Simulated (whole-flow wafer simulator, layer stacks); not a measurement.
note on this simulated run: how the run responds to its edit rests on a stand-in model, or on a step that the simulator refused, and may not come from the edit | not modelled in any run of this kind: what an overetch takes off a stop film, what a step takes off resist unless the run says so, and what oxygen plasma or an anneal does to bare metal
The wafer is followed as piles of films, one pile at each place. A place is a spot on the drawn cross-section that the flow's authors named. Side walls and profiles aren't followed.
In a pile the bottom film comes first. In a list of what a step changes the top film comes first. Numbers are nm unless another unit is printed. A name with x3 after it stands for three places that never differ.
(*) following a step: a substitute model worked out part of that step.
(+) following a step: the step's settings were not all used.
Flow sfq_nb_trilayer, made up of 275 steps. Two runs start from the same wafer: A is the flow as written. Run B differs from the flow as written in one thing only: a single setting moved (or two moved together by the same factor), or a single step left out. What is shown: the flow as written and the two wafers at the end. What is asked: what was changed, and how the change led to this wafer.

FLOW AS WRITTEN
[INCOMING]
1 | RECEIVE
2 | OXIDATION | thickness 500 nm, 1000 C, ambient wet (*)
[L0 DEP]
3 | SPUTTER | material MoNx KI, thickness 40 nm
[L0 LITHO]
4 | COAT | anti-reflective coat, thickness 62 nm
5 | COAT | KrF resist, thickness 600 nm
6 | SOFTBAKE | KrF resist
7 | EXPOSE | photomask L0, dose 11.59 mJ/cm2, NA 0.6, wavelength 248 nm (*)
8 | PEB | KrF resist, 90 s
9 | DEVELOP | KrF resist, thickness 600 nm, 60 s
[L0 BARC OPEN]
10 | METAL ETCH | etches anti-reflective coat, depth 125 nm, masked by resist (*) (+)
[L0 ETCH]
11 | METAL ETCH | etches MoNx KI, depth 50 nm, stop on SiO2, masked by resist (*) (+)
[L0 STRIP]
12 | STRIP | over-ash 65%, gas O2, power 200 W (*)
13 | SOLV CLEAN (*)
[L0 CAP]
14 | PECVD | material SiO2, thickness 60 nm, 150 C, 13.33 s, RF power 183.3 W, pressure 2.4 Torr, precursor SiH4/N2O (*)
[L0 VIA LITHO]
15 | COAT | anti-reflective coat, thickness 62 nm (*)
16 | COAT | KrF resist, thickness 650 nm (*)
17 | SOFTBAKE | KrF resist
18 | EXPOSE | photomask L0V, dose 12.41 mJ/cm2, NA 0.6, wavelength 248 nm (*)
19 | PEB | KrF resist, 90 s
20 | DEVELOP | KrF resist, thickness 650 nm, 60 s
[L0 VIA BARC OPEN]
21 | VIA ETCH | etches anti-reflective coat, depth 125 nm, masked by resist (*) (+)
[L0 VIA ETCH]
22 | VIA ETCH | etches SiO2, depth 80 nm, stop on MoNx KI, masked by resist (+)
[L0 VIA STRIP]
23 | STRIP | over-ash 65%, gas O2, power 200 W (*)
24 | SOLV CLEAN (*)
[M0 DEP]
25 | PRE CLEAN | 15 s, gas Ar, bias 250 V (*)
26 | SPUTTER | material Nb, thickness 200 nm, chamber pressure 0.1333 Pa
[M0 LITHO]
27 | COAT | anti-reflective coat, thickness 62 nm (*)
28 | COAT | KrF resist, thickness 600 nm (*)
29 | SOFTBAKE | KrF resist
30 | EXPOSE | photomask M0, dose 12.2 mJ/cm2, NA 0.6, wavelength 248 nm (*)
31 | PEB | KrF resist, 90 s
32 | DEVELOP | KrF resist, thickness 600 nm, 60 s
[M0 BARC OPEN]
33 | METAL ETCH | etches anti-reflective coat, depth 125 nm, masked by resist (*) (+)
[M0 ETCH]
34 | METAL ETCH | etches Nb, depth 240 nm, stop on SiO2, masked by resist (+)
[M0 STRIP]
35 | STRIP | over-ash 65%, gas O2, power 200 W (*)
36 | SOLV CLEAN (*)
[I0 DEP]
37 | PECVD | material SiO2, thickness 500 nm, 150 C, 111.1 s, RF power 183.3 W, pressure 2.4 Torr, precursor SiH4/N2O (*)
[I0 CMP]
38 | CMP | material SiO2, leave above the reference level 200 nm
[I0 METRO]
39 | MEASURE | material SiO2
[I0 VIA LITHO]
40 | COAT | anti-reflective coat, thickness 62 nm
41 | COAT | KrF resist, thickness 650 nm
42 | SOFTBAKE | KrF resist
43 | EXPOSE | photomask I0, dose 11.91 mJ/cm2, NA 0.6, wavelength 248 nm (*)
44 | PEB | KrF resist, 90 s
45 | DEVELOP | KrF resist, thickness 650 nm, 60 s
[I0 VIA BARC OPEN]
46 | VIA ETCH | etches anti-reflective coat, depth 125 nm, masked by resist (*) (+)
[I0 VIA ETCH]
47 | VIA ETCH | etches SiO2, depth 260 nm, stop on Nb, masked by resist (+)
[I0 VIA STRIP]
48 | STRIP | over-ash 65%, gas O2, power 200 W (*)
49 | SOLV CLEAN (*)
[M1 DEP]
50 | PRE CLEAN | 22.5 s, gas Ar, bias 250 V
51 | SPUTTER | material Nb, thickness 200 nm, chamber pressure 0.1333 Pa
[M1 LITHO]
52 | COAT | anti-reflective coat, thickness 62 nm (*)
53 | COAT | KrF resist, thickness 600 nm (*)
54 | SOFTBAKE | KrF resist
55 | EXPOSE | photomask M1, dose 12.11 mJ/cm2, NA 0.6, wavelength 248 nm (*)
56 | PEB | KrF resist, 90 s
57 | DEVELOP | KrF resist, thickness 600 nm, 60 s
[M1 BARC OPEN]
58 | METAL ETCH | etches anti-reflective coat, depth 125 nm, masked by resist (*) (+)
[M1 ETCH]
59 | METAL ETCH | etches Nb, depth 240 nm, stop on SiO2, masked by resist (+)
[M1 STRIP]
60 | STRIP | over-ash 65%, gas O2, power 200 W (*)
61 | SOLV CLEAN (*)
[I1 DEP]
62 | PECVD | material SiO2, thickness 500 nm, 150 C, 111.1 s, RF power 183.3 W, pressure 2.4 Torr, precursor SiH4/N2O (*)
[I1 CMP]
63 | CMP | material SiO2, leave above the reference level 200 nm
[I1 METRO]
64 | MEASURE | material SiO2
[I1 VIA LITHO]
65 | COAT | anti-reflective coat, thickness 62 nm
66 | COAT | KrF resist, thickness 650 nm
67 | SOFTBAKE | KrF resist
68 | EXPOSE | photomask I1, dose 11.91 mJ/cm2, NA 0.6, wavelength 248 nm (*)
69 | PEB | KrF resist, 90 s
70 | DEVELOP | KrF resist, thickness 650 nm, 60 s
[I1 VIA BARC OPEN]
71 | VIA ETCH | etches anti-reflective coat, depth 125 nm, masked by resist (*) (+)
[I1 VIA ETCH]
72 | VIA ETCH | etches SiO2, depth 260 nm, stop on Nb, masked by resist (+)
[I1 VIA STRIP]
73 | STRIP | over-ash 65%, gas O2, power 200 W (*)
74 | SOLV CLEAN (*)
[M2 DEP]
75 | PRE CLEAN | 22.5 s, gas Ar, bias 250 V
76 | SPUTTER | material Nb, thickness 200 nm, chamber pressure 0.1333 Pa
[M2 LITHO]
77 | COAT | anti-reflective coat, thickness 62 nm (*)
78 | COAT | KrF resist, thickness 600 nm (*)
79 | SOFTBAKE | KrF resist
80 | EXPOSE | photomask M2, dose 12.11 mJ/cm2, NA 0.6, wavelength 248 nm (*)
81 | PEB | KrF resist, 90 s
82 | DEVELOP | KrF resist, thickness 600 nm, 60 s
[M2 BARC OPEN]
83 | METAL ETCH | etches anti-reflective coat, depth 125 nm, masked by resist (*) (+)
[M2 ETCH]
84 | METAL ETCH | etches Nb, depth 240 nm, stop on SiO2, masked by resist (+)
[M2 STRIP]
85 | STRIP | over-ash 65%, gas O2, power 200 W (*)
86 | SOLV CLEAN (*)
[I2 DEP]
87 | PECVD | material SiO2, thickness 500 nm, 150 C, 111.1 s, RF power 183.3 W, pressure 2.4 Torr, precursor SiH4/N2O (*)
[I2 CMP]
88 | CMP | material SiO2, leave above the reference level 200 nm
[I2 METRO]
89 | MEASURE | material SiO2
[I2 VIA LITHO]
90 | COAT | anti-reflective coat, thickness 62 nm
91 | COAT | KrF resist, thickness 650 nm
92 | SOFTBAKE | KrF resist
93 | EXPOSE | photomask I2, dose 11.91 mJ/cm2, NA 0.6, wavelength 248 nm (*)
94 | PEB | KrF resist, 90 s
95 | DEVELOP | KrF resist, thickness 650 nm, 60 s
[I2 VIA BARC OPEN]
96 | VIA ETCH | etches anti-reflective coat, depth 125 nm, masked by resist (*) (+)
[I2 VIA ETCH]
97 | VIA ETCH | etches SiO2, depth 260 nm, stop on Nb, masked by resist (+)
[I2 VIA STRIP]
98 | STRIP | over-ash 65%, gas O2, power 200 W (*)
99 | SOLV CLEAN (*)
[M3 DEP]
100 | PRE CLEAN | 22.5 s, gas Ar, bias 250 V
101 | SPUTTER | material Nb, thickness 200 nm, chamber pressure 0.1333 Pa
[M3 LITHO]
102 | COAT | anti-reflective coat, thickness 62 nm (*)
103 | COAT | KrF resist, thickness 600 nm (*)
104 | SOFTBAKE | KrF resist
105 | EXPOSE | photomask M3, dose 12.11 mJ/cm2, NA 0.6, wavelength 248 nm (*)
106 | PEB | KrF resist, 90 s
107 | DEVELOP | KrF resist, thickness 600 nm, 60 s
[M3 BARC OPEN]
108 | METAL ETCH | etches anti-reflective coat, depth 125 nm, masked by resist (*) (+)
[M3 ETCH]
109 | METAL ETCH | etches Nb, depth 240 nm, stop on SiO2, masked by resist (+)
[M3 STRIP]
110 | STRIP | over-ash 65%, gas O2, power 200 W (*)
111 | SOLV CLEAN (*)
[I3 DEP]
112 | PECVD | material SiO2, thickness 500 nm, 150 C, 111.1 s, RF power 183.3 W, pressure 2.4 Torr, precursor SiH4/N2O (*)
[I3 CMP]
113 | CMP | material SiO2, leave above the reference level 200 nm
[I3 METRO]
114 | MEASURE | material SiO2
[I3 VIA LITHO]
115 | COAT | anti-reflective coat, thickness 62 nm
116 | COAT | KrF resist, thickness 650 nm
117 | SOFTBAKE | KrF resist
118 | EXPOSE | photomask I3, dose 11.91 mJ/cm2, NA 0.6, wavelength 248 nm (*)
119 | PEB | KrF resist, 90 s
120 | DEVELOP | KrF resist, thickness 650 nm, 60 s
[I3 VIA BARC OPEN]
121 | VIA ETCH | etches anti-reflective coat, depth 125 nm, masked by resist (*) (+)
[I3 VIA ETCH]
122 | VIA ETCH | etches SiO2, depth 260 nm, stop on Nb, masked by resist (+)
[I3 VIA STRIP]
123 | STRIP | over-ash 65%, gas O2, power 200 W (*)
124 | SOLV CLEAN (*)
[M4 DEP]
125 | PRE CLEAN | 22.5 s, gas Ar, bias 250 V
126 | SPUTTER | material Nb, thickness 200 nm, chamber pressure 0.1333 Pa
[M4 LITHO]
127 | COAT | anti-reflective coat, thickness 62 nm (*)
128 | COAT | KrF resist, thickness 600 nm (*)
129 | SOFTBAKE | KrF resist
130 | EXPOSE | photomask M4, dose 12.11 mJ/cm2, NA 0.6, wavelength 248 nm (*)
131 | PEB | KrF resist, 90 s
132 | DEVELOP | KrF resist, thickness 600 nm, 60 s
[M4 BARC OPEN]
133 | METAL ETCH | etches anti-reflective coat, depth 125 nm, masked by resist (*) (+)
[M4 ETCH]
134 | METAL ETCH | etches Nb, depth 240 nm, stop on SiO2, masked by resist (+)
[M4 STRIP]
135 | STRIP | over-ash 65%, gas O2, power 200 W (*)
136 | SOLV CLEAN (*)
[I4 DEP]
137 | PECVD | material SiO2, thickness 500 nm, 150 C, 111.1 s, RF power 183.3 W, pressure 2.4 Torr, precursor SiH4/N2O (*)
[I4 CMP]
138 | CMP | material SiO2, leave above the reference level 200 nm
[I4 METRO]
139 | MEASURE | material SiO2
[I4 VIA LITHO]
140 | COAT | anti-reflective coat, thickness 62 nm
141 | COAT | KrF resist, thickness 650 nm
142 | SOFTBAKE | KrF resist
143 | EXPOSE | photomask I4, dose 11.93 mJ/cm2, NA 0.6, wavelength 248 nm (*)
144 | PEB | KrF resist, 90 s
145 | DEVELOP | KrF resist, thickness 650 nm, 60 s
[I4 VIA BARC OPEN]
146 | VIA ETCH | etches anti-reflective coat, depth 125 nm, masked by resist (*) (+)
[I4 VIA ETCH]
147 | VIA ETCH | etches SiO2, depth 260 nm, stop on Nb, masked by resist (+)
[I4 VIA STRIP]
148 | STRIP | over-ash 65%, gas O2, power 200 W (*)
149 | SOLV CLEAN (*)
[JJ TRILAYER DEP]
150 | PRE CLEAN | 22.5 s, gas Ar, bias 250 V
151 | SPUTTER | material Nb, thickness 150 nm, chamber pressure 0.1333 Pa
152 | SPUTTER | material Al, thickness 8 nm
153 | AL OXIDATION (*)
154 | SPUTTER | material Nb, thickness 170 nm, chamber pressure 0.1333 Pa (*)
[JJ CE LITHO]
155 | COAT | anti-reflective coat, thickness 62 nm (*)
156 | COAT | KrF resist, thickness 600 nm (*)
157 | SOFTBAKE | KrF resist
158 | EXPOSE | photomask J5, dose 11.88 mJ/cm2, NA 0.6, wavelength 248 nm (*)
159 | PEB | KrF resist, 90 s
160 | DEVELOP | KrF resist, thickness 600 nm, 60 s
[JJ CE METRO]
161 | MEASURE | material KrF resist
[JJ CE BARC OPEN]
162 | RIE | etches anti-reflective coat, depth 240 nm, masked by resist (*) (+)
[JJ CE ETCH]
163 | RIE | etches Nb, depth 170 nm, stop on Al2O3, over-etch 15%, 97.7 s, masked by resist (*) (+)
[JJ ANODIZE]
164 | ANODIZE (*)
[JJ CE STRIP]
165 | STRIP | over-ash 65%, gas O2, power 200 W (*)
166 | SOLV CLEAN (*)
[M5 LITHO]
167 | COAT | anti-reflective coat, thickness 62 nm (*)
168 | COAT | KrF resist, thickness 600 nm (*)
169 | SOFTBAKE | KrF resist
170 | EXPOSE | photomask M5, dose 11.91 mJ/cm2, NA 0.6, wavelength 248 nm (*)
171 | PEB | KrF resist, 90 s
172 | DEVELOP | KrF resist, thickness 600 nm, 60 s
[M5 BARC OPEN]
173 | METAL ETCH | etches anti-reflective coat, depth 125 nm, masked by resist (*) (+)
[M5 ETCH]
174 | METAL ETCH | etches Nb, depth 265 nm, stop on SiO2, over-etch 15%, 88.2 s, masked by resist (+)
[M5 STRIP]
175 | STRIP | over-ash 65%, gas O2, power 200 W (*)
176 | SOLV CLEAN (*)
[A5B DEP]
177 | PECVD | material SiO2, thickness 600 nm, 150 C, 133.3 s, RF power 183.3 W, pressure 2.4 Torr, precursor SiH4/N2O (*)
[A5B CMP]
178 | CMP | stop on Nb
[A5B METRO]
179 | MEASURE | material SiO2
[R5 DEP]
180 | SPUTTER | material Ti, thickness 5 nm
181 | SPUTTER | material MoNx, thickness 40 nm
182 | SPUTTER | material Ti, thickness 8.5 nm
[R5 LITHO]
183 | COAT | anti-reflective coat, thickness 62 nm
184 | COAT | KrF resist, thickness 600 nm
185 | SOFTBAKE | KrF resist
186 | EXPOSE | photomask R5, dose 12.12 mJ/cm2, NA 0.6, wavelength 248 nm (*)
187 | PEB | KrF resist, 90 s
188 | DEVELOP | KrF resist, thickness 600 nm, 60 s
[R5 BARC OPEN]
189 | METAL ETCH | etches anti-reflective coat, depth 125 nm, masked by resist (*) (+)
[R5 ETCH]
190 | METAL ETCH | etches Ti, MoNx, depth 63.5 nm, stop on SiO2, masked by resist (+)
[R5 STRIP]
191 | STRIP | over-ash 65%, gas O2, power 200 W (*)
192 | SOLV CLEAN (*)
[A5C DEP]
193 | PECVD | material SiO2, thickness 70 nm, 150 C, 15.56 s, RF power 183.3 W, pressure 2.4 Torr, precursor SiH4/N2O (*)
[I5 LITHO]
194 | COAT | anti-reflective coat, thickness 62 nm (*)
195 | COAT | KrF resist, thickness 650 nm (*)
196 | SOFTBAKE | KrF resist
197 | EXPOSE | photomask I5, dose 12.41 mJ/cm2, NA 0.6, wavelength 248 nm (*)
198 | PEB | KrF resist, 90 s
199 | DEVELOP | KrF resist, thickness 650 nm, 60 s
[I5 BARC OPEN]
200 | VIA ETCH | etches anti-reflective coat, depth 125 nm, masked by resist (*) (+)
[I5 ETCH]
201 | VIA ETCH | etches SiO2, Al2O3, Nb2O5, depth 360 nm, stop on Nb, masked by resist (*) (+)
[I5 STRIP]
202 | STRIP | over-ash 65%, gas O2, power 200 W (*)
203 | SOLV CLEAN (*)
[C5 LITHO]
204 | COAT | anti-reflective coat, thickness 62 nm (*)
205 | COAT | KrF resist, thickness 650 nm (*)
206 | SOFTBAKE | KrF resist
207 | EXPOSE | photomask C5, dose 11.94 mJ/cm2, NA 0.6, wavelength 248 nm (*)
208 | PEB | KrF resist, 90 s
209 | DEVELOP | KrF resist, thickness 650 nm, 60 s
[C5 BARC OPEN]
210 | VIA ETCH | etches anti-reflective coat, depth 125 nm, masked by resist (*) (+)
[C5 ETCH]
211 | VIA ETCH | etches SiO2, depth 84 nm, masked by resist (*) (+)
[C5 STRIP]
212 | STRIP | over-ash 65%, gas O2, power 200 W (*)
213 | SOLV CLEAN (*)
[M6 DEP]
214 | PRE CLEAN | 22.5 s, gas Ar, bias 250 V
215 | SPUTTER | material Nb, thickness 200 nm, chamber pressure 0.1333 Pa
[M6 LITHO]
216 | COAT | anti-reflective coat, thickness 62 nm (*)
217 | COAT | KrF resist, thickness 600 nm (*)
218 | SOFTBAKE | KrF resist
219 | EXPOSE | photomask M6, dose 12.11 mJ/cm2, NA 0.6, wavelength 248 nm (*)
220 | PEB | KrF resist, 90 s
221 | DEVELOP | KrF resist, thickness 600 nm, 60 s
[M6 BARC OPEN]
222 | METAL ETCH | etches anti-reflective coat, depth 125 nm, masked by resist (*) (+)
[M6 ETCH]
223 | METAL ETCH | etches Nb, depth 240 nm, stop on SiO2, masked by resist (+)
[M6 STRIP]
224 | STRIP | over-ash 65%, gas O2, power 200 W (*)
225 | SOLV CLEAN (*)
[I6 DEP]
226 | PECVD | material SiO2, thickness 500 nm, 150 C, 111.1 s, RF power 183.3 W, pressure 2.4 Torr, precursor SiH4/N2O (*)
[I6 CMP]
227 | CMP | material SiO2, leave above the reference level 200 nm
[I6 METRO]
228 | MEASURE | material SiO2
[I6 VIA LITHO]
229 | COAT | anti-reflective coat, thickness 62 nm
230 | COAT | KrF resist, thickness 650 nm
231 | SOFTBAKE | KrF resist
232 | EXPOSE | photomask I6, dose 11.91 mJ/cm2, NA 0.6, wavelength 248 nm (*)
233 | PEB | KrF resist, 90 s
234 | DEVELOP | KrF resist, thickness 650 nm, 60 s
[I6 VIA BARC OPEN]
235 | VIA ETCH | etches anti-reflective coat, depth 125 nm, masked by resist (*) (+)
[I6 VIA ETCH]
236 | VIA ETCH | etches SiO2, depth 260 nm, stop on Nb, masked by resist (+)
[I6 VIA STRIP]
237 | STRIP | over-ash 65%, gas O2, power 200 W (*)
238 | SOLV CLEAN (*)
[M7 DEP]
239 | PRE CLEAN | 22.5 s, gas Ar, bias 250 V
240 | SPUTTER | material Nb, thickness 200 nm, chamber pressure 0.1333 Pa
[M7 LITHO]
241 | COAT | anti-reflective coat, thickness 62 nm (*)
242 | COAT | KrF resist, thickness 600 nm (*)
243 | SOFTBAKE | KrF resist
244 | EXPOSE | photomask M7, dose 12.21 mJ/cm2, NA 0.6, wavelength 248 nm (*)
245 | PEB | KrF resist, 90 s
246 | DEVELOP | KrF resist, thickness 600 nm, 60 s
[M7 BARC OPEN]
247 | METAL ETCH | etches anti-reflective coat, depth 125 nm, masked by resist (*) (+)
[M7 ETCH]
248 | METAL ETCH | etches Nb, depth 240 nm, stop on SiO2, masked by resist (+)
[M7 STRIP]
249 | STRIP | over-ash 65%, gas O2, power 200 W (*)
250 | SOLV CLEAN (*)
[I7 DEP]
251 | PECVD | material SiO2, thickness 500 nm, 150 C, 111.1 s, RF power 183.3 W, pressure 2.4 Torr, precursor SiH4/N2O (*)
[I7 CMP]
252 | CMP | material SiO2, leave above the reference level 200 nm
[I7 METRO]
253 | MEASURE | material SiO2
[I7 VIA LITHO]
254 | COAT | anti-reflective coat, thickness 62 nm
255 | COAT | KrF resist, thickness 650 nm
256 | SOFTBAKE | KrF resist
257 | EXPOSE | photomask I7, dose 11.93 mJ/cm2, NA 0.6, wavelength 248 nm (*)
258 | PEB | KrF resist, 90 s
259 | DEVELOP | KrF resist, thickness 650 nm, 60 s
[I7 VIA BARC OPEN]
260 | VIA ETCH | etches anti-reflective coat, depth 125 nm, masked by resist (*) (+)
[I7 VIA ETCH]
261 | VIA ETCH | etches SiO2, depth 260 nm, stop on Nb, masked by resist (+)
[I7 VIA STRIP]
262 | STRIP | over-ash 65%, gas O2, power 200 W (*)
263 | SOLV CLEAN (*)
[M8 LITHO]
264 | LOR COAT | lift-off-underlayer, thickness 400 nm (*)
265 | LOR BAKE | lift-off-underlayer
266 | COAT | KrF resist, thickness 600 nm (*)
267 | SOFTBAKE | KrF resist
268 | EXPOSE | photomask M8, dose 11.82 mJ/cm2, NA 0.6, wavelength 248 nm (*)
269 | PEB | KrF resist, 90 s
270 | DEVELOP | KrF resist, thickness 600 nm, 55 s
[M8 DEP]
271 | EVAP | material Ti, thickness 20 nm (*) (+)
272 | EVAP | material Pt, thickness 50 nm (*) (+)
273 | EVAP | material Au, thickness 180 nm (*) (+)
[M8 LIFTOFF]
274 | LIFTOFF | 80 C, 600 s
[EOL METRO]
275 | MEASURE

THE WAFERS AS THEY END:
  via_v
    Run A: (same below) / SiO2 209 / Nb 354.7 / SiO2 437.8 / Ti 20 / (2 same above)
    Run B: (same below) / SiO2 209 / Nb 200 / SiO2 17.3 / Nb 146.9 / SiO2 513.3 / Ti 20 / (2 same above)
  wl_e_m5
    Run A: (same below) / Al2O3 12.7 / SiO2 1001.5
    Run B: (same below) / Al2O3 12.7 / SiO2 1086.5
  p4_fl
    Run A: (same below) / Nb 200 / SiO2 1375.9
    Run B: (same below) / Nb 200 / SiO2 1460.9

Cause: step 227, CMP: leave above the reference level 285 nm was run, while the flow as written has leave above the reference level 200 nm.

Step by step, how the change led to this:
  227 | CMP | material SiO2, leave above the reference level 200 nm
      field_l, p4_fl, p4_fm and 59 more: A SiO2 loses 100 | B SiO2 loses 15
      v_sur, via_wl, via_w and 15 more: A SiO2 loses 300 | B SiO2 loses 215
      (also at 26 further places)
  236 | VIA ETCH | etches SiO2, depth 260 nm, stop on Nb, masked by resist (+)
      via_v: A SiO2 loses 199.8 (all of it) | B SiO2 loses 260
  239 | PRE CLEAN | 22.5 s, gas Ar, bias 250 V
      via_v: A Nb loses 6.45 | B SiO2 loses 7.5
  240 | SPUTTER | material Nb, thickness 200 nm, chamber pressure 0.1333 Pa
      via_v: A Nb gains 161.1 | B Nb gains 146.9 (new film)
  241 | COAT | anti-reflective coat, thickness 62 nm (*)
      via_sp: A anti-reflective coat gains 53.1 (new film) | B anti-reflective coat gains 50 (new film)
      via_v: A anti-reflective coat gains 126 (new film) | B anti-reflective coat gains 129.5 (new film)
      (also at 1 further place)
  242 | COAT | KrF resist, thickness 600 nm (*)
      via_v: A KrF resist gains 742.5 (new film) | B KrF resist gains 801.5 (new film)
  249 | STRIP | over-ash 65%, gas O2, power 200 W (*)
      via_sp: A KrF resist loses 373.6 (all of it), anti-reflective coat loses 53.1 (all of it) | B KrF resist loses 369.5 (all of it), anti-reflective coat loses 50 (all of it)
      via_v: A KrF resist loses 524.5 (all of it), anti-reflective coat loses 126 (all of it) | B KrF resist loses 583.4 (all of it), anti-reflective coat loses 129.5 (all of it)
      (also at 1 further place)
  251 | PECVD | material SiO2, thickness 500 nm, 150 C, 111.1 s, RF power 183.3 W, pressure 2.4 Torr, precursor SiH4/N2O (*)
      via_v: A SiO2 gains 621 (new film) | B SiO2 gains 670.3 (new film)
  252 | CMP | material SiO2, leave above the reference level 200 nm
      via_v: A SiO2 loses 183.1 | B SiO2 loses 157.1
Taking metal films that touch as one body, via_v has 7 bodies (between them, from the top down: SiO2 513.3; SiO2 17.3; SiO2 209 / Al2O3 12.7 / Nb2O5 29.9; SiO2 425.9; SiO2 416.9; SiO2 192.5); the flow as written gives 6 bodies (between them, from the top down: SiO2 437.8; SiO2 209 / Al2O3 12.7 / Nb2O5 29.9; SiO2 425.9; SiO2 416.9; SiO2 192.5).
